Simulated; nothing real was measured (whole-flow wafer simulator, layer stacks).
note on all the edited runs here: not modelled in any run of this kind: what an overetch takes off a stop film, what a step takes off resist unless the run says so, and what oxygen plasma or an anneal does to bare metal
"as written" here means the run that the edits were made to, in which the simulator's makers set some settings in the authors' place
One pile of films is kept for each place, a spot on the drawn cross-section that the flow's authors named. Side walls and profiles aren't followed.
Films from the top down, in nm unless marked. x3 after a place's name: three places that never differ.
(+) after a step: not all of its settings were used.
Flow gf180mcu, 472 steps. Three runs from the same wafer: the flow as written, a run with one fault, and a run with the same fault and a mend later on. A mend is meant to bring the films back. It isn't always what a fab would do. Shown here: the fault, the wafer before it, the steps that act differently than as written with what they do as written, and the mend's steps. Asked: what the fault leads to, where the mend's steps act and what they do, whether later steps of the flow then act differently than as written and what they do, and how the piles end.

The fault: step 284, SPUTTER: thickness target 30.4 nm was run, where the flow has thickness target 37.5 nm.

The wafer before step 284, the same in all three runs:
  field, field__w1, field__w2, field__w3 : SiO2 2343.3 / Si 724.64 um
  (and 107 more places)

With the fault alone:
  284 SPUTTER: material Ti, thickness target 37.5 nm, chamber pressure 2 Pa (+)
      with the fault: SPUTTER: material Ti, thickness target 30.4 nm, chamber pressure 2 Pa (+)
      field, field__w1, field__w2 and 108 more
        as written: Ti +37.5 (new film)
        with the fault: Ti +30.4 (new film)
  Later steps of the flow that act differently than as written:
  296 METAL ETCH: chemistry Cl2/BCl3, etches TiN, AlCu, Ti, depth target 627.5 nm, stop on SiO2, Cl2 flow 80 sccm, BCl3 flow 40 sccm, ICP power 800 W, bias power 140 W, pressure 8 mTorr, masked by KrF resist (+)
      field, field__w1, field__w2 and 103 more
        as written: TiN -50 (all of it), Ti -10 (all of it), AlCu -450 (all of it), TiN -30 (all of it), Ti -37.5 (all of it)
        with the fault: TiN -50 (all of it), Ti -10 (all of it), AlCu -450 (all of it), TiN -30 (all of it), Ti -30.4 (all of it)
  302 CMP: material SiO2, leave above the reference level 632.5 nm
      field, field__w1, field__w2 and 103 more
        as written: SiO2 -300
        with the fault: SiO2 -307.1
  At the end the piles differ from the flow's by more than 2% or 0.5 nm, whichever is larger, at field__w8, contact, m1, m1__w1, m1_nw.
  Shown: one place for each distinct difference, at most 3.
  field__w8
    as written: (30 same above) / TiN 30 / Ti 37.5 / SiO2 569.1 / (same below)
    with the fault: (30 same above) / TiN 30 / Ti 30.4 / SiO2 569.1 / (same below)
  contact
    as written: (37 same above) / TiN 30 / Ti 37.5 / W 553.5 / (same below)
    with the fault: (37 same above) / TiN 30 / Ti 30.4 / W 553.5 / (same below)

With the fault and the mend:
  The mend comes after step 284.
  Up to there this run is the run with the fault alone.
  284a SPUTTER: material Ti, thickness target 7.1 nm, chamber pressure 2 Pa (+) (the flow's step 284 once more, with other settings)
      field, field__w1, field__w2 and 108 more
        Ti +7.1
  No later step of the flow acts differently than as written at any place that is followed.
  At the end the piles are the same as the flow's at every place that both follow.
